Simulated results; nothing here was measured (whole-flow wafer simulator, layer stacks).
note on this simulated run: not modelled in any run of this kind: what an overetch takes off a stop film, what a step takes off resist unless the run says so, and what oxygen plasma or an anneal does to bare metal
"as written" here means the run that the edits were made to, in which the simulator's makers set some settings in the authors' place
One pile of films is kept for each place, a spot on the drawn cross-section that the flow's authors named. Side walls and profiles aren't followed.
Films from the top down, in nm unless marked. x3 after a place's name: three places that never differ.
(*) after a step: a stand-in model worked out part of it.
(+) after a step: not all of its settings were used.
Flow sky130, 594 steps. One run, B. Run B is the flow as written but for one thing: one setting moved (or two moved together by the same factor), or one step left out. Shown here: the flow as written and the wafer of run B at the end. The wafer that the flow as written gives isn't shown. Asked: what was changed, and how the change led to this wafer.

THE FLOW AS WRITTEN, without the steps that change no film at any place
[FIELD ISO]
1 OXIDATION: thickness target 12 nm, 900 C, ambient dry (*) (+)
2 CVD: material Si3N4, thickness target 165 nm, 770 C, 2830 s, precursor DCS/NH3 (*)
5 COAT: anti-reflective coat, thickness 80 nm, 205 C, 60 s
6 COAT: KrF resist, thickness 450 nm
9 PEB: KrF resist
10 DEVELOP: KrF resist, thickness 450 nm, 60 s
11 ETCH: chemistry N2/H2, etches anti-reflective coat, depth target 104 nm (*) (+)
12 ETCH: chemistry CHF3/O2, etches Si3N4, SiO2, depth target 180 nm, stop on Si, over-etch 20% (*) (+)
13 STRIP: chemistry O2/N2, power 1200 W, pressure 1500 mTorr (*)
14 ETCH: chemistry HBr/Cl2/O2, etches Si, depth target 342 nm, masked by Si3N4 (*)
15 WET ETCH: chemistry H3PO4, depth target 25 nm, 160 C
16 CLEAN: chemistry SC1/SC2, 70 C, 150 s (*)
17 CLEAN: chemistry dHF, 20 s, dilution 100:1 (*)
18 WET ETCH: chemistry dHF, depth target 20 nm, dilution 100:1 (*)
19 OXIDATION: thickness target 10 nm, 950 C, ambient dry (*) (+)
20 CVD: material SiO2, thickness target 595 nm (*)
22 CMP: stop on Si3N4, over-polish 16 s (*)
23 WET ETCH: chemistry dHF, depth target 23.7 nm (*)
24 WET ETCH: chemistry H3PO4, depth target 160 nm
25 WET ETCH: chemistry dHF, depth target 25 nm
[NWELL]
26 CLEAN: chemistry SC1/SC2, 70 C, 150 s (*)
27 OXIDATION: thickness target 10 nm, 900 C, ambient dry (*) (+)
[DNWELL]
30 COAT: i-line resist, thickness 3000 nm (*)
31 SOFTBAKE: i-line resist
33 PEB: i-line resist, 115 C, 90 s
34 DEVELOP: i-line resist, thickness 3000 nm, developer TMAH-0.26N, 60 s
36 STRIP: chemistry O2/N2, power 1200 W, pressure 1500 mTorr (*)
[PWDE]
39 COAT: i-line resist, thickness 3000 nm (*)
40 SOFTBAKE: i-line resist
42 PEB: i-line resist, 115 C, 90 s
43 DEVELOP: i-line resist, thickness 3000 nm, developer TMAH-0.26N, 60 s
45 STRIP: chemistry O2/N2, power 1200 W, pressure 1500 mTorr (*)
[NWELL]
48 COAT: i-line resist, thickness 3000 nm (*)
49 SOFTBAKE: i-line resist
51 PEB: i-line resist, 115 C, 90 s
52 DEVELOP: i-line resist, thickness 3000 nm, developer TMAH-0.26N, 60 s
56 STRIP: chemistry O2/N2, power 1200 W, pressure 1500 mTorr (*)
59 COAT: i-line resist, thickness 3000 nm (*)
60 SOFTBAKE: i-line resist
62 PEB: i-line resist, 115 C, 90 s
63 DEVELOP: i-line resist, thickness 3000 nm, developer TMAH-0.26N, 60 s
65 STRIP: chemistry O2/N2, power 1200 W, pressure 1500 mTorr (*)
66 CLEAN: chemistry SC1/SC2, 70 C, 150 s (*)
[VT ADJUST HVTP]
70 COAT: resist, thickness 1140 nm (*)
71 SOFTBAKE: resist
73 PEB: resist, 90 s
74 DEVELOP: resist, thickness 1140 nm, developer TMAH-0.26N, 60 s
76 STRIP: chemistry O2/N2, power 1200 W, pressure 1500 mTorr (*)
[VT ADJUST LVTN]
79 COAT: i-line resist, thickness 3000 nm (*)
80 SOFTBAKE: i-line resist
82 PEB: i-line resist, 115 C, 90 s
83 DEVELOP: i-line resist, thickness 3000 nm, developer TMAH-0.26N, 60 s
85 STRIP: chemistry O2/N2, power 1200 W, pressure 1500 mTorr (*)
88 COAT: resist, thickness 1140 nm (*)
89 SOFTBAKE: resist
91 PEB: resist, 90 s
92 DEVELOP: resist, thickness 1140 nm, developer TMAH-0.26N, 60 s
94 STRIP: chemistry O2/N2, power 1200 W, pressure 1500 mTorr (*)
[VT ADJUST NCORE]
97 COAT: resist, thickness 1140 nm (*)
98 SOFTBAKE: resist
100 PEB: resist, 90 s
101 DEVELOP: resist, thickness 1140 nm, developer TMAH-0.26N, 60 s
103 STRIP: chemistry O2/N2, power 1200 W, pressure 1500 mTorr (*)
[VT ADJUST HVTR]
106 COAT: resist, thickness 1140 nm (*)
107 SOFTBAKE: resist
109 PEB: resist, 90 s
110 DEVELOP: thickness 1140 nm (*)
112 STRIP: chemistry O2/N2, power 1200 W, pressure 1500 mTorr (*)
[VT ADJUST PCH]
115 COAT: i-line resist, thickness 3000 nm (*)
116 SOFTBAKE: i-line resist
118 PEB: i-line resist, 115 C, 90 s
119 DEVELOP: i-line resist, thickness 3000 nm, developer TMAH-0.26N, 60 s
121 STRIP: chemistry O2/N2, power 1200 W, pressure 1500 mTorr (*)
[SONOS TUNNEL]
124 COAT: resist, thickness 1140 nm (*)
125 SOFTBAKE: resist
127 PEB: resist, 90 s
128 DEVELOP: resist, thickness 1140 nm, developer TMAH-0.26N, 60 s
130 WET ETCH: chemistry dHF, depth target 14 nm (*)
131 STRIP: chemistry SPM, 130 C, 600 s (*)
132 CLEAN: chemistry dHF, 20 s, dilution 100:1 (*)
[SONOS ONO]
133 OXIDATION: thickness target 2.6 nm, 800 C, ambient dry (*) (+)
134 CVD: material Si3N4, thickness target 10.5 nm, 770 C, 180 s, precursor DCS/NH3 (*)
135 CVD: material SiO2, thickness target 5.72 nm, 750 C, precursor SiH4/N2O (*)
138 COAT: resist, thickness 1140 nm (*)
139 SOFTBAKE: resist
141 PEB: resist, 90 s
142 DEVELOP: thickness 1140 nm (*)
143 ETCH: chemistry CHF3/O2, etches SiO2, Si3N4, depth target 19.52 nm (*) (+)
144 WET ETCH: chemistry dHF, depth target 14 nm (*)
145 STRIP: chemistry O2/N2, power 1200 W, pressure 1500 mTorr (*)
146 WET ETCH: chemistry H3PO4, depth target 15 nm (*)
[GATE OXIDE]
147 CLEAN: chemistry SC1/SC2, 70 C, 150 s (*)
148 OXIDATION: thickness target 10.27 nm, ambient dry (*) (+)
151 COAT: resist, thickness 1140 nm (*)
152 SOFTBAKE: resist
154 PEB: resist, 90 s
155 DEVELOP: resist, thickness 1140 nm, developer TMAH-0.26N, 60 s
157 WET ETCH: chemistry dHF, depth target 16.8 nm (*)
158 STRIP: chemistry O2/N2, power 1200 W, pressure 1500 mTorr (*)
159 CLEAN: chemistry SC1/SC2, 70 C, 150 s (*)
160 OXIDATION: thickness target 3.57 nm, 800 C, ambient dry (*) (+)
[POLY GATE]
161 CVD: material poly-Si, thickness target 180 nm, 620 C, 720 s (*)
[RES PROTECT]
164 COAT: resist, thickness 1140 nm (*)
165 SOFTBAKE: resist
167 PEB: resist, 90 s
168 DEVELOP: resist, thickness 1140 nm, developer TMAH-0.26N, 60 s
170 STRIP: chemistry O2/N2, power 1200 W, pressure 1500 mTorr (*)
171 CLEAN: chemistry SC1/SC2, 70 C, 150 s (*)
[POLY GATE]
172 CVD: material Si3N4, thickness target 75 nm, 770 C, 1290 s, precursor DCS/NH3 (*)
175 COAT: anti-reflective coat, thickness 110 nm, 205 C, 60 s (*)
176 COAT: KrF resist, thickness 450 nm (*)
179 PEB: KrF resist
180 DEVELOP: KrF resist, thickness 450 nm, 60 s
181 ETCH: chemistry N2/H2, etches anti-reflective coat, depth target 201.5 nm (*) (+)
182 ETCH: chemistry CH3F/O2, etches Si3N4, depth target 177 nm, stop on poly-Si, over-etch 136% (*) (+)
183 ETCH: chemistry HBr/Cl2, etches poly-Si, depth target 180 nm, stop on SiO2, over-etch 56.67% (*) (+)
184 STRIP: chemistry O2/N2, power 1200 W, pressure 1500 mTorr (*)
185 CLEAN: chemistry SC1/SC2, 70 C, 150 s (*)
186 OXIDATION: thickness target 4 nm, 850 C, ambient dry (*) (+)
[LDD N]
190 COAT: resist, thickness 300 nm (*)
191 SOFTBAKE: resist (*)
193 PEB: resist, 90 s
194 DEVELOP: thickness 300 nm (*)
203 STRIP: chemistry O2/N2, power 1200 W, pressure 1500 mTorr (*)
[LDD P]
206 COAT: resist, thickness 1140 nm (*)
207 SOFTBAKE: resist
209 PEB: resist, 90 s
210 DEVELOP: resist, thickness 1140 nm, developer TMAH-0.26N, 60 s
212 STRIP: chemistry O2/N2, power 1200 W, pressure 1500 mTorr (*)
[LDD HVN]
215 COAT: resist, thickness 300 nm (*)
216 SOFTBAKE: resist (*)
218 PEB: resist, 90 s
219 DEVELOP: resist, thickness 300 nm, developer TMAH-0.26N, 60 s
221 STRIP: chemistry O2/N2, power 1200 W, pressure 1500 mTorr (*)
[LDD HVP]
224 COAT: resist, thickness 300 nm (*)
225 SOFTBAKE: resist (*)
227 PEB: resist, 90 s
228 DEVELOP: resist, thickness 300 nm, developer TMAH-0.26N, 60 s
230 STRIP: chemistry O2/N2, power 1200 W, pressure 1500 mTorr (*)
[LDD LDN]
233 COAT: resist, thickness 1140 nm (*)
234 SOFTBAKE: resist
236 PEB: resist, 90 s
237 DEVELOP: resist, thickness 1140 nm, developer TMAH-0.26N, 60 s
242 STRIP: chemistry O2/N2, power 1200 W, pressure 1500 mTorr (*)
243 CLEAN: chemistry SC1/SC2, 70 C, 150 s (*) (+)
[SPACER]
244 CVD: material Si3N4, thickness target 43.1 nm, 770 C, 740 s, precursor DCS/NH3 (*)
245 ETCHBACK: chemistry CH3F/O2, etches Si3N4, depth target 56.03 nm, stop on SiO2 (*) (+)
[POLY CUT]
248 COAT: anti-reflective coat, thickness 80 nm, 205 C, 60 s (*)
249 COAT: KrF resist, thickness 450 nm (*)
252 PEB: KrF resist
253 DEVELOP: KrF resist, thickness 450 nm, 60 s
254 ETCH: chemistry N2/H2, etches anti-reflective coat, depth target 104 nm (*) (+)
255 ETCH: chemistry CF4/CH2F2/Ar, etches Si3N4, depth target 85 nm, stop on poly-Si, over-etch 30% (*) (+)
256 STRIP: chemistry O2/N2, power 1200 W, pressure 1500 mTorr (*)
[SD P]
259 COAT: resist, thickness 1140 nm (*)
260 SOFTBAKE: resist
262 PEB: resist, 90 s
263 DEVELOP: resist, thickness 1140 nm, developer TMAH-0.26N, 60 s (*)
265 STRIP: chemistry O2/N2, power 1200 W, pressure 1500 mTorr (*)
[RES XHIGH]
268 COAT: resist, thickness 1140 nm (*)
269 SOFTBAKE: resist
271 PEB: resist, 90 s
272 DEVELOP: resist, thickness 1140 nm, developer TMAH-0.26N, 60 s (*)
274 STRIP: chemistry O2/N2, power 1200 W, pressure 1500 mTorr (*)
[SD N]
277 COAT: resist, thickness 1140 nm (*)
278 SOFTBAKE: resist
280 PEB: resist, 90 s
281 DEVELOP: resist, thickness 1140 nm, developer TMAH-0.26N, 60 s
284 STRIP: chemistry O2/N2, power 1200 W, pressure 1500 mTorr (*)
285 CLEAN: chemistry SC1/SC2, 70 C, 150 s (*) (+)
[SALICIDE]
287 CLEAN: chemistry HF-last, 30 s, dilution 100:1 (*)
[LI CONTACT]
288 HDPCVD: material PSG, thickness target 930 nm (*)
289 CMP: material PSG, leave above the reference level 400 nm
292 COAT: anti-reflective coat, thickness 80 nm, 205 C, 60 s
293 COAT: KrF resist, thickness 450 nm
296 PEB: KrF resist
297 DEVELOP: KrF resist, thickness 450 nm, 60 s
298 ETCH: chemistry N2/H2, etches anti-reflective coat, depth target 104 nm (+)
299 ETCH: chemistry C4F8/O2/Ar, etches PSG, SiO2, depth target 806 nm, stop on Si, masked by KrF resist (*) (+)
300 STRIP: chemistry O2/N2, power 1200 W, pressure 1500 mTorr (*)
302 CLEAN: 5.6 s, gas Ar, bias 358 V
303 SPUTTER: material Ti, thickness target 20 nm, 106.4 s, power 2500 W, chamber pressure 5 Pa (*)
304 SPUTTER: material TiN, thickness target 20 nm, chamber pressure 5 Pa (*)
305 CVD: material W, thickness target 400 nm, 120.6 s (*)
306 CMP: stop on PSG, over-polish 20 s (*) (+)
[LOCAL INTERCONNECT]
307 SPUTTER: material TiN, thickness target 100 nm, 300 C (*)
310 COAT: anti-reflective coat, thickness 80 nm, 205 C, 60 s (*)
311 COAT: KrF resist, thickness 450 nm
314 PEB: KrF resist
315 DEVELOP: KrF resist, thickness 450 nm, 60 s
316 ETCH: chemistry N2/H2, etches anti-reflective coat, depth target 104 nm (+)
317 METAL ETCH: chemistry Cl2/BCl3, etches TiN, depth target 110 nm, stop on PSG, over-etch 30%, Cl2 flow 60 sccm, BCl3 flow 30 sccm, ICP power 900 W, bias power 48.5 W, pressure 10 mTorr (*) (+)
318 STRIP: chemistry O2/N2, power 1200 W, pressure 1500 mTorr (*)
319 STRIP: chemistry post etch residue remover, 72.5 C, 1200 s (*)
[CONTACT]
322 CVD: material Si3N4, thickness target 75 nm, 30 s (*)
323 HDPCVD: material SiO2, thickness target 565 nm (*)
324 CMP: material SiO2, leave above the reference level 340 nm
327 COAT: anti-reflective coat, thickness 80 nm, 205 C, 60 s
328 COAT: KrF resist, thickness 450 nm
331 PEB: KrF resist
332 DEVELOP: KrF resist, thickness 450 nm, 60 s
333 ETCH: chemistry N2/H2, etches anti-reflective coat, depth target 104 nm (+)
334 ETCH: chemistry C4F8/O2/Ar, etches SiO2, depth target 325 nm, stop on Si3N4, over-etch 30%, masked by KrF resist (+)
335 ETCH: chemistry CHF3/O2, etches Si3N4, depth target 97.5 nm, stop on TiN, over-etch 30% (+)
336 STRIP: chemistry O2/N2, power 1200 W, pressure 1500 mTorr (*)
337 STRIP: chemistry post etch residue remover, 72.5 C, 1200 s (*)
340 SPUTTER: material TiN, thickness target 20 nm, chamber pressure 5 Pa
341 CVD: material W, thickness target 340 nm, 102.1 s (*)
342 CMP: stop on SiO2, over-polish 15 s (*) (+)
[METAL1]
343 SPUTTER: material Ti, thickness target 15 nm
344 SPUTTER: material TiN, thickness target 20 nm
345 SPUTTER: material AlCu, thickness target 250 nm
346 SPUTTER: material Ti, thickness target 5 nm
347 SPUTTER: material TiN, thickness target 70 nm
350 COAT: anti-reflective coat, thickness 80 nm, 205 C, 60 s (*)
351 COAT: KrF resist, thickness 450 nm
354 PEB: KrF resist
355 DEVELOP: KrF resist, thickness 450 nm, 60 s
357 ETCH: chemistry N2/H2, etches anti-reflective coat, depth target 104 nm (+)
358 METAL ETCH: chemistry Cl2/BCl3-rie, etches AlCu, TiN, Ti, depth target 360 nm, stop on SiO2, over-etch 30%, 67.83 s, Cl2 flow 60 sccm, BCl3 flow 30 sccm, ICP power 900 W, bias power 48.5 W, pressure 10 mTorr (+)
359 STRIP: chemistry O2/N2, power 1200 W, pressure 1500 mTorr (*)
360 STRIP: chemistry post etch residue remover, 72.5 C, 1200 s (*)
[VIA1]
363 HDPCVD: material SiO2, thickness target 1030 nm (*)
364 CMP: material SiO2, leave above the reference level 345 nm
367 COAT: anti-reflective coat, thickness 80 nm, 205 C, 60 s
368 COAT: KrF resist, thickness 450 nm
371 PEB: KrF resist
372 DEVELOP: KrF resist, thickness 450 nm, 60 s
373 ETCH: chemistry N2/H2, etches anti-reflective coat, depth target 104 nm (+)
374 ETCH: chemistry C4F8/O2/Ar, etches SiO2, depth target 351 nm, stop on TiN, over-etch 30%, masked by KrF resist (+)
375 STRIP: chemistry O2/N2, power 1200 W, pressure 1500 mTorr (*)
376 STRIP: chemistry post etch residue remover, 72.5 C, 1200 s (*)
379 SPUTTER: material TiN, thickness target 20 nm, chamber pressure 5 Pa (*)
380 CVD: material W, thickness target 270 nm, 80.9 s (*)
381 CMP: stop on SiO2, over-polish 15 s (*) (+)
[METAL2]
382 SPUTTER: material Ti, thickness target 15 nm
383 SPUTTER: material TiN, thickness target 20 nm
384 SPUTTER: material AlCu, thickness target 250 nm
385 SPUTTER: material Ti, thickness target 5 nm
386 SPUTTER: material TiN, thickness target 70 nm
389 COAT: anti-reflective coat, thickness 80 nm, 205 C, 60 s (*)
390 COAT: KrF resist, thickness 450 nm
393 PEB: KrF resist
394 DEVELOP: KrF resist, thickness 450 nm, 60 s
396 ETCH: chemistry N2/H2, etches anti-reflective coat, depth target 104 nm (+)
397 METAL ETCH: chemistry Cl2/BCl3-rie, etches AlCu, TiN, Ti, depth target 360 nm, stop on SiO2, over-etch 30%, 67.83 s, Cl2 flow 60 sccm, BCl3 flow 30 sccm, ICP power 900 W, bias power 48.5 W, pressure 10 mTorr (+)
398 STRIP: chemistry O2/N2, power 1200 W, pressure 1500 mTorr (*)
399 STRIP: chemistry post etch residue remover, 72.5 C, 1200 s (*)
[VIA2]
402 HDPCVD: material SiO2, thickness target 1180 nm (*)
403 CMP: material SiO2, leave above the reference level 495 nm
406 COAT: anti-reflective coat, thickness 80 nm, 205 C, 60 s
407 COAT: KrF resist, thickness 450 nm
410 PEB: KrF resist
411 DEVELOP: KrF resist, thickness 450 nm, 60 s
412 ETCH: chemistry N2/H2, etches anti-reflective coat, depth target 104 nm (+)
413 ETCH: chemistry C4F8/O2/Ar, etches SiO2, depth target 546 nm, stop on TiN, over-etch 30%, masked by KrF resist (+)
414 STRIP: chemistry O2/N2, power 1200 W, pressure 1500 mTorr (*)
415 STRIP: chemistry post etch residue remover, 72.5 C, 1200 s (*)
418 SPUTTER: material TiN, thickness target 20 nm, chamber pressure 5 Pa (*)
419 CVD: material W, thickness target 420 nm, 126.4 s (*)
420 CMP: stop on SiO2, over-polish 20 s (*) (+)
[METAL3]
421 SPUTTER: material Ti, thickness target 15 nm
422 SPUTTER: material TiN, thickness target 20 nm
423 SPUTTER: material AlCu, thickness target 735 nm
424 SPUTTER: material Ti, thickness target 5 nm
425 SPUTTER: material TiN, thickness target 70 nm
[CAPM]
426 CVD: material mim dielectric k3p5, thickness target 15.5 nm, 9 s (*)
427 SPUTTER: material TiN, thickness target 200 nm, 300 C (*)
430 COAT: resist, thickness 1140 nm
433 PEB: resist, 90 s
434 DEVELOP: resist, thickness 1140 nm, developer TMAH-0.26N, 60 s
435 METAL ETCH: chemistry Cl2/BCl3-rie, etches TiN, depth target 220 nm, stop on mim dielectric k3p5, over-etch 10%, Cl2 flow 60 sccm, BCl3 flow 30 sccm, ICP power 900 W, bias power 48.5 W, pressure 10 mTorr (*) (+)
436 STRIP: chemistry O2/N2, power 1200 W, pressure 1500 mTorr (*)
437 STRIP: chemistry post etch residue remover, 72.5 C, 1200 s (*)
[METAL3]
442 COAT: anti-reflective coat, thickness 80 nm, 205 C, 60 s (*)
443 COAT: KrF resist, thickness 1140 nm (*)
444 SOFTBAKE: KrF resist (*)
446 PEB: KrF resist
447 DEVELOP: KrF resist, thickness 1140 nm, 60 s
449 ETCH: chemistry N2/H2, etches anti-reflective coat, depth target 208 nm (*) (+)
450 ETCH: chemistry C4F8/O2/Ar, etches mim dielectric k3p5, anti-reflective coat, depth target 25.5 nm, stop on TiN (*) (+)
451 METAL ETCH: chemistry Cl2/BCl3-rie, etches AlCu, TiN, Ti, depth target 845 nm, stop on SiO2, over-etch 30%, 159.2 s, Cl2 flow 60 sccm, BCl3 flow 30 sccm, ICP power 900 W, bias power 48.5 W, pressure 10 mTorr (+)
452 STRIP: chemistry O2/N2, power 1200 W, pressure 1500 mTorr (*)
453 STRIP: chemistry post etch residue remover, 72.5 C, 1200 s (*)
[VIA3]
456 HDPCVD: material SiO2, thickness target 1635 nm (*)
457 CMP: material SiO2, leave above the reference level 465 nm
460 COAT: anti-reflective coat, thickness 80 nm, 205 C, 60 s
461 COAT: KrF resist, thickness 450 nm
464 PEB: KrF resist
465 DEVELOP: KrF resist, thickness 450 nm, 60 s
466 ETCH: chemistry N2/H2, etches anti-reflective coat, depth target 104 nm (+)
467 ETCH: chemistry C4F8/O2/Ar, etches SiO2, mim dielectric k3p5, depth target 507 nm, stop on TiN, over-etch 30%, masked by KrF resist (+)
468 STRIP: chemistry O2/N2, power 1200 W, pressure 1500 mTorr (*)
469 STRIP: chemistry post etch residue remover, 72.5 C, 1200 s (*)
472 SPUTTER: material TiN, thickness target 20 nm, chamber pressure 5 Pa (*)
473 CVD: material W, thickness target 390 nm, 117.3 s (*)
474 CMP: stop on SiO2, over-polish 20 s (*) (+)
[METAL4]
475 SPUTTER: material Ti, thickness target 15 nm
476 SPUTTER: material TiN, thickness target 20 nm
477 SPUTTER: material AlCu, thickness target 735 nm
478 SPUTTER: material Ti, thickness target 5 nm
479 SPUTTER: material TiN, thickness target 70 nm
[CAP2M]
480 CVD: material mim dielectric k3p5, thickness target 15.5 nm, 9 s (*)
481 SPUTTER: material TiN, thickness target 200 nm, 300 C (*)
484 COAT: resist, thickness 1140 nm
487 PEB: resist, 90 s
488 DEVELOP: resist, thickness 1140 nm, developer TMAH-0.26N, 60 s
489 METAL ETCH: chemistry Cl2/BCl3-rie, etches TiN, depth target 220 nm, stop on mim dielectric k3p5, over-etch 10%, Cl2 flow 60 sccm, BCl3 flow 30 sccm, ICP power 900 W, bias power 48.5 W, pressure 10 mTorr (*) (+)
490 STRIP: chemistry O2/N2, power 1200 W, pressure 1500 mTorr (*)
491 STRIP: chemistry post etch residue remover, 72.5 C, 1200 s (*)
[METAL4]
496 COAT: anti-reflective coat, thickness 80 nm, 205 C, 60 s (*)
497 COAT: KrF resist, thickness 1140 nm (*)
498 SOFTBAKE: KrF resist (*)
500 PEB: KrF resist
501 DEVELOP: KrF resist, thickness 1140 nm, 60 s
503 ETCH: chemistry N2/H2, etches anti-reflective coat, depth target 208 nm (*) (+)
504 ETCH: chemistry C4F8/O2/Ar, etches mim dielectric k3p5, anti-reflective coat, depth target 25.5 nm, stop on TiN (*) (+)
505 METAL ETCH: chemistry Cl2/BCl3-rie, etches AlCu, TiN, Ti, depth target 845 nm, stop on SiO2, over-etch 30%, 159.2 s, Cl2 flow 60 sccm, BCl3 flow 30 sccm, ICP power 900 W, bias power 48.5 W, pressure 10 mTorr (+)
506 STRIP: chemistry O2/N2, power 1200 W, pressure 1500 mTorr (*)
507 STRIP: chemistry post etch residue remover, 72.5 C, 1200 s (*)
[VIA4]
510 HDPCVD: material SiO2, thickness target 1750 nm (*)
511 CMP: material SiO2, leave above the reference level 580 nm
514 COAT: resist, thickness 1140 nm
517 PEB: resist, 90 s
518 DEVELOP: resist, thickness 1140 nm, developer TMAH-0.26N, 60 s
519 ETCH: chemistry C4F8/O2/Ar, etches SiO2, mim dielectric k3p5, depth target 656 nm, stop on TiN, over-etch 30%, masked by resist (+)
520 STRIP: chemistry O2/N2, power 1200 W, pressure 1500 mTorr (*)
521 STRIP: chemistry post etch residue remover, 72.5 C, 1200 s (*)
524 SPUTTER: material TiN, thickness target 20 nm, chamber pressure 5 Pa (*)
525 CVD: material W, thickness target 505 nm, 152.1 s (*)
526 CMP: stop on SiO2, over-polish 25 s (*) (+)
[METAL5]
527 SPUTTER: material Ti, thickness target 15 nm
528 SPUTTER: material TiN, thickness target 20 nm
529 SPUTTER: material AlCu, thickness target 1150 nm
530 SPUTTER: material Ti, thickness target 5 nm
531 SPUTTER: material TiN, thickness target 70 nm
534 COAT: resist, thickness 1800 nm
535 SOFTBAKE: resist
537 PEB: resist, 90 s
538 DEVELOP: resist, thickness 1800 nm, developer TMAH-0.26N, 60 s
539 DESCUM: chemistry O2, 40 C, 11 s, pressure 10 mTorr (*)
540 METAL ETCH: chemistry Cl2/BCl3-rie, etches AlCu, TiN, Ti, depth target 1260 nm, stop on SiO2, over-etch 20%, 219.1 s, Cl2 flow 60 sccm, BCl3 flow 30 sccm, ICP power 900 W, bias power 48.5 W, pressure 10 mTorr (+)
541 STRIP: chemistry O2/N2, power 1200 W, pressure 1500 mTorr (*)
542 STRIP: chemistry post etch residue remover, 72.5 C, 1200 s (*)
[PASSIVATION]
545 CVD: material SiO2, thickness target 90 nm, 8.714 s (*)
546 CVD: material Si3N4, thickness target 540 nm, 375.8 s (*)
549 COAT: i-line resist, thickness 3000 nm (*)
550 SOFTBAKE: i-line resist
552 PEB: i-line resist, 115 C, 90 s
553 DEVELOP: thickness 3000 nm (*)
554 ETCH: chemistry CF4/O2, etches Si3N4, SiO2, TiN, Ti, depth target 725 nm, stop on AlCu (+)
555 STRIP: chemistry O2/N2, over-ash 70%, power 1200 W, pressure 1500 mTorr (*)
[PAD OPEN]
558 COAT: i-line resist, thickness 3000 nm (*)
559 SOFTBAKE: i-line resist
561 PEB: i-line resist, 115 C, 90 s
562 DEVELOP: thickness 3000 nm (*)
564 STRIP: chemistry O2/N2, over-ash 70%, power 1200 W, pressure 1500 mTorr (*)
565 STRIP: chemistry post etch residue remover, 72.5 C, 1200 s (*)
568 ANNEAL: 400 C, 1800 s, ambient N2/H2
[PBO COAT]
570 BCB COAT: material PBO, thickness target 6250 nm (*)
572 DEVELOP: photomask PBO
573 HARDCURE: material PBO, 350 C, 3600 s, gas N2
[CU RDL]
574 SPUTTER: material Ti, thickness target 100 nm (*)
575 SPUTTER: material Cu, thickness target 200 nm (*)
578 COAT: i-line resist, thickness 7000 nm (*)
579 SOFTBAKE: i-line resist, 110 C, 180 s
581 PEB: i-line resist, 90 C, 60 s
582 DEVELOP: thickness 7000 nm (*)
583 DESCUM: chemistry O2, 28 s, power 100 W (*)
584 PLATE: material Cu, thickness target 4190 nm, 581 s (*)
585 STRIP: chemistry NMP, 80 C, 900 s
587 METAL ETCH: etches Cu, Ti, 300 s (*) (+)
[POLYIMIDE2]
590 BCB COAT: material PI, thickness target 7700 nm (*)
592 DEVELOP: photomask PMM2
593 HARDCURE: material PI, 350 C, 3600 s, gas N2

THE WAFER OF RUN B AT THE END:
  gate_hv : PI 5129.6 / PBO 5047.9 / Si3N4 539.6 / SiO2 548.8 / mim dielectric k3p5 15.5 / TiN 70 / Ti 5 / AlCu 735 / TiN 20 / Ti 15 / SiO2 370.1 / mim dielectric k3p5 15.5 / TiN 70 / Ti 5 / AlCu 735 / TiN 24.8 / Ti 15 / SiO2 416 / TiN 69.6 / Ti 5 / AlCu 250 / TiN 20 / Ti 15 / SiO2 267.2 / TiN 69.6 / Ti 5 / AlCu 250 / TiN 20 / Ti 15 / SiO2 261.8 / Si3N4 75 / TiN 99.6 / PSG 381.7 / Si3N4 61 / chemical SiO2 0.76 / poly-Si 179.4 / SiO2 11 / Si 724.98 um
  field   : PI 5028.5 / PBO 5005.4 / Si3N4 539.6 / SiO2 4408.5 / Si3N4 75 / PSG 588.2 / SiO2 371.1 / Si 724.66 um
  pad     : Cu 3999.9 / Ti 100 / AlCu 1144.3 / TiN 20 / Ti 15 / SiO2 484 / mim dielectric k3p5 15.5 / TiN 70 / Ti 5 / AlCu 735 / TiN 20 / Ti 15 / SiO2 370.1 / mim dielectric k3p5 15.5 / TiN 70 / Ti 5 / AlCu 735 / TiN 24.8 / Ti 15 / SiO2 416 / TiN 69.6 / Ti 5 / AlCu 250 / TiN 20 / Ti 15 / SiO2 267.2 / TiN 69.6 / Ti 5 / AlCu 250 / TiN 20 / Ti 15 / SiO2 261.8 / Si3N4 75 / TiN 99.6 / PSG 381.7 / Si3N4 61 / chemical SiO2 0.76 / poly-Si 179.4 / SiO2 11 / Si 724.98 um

The cause: step 422, SPUTTER: thickness target 24.8 nm was run, where the flow has thickness target 20 nm.
It can be read off the wafer: gate_hv has TiN 24.8, and step 422 as written asks for 20 nm.

How the change led to this, step by step:
  422 SPUTTER: material TiN, thickness target 20 nm
      field, active, n_well and 188 more: TiN +24.8 (new film) (as written it would be: TiN +20 (new film))
  451 METAL ETCH: chemistry Cl2/BCl3-rie, etches AlCu, TiN, Ti, depth target 845 nm, stop on SiO2, over-etch 30%, 159.2 s, Cl2 flow 60 sccm, BCl3 flow 30 sccm, ICP power 900 W, bias power 48.5 W, pressure 10 mTorr (+)
      field, active, gate and 69 more: TiN -70 (all of it), Ti -5 (all of it), AlCu -735 (all of it), TiN -24.8 (all of it), Ti -15 (all of it), SiO2 -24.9 (as written it would be: TiN -70 (all of it), Ti -5 (all of it), AlCu -735 (all of it), TiN -20 (all of it), Ti -15 (all of it), SiO2 -25.4)
      vpp_ln, vpp_iso2, ndiff_ln and 10 more: TiN -70 (all of it), Ti -5 (all of it), AlCu -735 (all of it), TiN -24.8 (all of it), Ti -15 (all of it), SiO2 -24.9 (as written it would be: TiN -70 (all of it), Ti -5 (all of it), AlCu -735 (all of it), TiN -20 (all of it), Ti -15 (all of it), SiO2 -25.3)
